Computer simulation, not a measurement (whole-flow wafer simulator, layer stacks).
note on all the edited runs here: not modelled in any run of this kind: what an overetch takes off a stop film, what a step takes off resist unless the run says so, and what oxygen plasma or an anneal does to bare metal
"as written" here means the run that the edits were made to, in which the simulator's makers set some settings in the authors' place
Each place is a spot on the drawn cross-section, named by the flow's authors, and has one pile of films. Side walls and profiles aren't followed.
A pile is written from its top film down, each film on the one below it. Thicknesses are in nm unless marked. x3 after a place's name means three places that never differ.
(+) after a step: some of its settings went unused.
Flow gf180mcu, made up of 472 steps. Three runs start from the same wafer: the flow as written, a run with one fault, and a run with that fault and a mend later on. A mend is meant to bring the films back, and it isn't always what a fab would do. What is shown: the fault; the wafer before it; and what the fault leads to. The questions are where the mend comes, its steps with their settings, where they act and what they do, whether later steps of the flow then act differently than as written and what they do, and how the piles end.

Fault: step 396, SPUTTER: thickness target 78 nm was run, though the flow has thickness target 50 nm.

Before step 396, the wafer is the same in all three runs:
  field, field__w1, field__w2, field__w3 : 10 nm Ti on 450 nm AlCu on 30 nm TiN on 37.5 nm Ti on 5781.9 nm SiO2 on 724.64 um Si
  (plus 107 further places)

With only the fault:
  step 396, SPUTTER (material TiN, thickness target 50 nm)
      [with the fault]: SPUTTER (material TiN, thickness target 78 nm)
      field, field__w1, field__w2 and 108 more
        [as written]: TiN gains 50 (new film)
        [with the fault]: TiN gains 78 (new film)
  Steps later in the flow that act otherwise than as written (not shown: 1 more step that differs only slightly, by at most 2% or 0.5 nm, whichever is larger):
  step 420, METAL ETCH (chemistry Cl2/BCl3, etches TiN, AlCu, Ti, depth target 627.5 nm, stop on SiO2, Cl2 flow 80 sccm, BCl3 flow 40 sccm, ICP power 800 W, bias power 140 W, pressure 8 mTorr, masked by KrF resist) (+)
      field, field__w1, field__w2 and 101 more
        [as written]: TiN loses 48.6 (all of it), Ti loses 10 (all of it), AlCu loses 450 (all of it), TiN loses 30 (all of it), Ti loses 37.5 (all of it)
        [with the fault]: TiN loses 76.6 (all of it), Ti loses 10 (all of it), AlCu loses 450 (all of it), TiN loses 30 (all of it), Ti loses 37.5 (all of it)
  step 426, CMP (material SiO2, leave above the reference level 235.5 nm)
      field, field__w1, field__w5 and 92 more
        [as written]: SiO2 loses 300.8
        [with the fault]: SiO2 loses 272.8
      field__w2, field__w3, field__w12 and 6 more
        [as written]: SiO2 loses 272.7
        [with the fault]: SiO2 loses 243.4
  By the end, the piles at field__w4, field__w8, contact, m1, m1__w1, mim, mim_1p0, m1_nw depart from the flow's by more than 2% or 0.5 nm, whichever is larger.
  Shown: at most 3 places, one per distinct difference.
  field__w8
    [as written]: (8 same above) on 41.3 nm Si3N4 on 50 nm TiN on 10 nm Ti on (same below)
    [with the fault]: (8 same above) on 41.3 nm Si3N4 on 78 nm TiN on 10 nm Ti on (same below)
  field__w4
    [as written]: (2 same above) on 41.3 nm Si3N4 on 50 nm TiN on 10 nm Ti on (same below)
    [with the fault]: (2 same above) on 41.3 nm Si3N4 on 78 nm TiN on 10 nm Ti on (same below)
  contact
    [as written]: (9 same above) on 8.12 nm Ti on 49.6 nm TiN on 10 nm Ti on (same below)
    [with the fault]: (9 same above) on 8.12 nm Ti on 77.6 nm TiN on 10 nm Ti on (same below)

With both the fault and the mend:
  The mend follows step 396.
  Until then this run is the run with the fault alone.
  step 396a, METAL ETCH (chemistry Cl2/BCl3, etches TiN, AlCu, Ti, depth target 28 nm, Cl2 flow 80 sccm, BCl3 flow 40 sccm, ICP power 800 W, bias power 140 W, pressure 8 mTorr) (a further turn of the flow's step 260, with different settings)
      field, field__w1, field__w2 and 108 more
        TiN loses 28
  Every later step of the flow that is run acts as written at every place that is followed.
  By the end, the piles equal the flow's at every place that both follow.
